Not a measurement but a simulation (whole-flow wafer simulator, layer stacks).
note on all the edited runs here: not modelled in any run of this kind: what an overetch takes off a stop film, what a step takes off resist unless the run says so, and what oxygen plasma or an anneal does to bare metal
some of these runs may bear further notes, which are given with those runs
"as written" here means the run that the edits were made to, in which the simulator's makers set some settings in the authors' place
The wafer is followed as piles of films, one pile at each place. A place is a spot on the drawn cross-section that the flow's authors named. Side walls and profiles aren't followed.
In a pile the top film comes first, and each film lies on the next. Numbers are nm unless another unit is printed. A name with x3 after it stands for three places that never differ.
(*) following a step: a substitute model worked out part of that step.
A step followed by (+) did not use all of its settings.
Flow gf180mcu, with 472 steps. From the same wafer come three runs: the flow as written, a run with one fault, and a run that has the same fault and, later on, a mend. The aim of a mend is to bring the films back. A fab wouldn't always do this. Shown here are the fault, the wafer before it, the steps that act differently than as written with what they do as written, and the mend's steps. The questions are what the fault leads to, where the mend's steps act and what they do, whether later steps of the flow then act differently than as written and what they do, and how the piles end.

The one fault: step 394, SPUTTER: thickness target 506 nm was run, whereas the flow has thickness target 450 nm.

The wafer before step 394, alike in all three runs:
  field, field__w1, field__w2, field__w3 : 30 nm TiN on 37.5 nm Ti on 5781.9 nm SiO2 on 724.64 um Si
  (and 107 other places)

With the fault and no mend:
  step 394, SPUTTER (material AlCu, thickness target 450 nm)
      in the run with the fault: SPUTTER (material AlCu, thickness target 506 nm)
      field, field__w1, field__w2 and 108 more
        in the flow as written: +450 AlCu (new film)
        in the run with the fault: +506 AlCu (new film)
  Steps further on in the flow that do not act as written (1 more step, not shown, differs only slightly: by at most 2% or 0.5 nm, whichever is larger):
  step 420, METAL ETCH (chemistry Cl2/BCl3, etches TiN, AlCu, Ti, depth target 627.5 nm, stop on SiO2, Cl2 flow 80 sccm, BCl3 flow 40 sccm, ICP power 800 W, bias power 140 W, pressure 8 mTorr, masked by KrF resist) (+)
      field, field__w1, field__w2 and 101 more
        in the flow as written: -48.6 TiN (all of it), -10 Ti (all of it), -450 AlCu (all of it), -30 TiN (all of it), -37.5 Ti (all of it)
        in the run with the fault: -48.6 TiN (all of it), -10 Ti (all of it), -506 AlCu (all of it), -30 TiN (all of it), -32.9 Ti
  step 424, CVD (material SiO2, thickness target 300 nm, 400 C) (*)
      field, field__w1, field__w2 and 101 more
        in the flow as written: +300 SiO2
        in the run with the fault: +300 SiO2 (new film)
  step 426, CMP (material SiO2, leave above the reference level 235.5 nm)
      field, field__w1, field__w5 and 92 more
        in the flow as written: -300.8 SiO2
        in the run with the fault: -249.4 SiO2
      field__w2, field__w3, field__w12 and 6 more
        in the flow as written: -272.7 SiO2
        in the run with the fault: -218.9 SiO2
  At field, field__w1, field__w2 and 109 more, the piles at the end differ from the flow's by more than 2% or 0.5 nm, whichever is larger.
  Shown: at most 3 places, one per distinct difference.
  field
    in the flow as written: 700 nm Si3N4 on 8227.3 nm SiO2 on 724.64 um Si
    in the run with the fault: 700 nm Si3N4 on 2496.8 nm SiO2 on 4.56 nm Ti on 5781.9 nm SiO2 on 724.64 um Si
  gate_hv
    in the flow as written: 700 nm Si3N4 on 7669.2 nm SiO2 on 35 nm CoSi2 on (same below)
    in the run with the fault: 700 nm Si3N4 on 2496.8 nm SiO2 on 4.56 nm Ti on 5223.8 nm SiO2 on 35 nm CoSi2 on (same below)
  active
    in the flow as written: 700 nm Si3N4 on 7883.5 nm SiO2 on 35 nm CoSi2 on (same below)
    in the run with the fault: 700 nm Si3N4 on 2496.8 nm SiO2 on 4.56 nm Ti on 5438.1 nm SiO2 on 35 nm CoSi2 on (same below)

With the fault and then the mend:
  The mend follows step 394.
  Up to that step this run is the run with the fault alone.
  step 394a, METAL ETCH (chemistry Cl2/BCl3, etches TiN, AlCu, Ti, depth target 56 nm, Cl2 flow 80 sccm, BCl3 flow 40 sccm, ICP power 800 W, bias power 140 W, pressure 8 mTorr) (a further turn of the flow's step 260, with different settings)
      field, field__w1, field__w2 and 108 more
        -56 AlCu
  Every later step of the flow that is run acts as written at every place that is followed.
  The piles end the same as the flow's at every place that both follow.
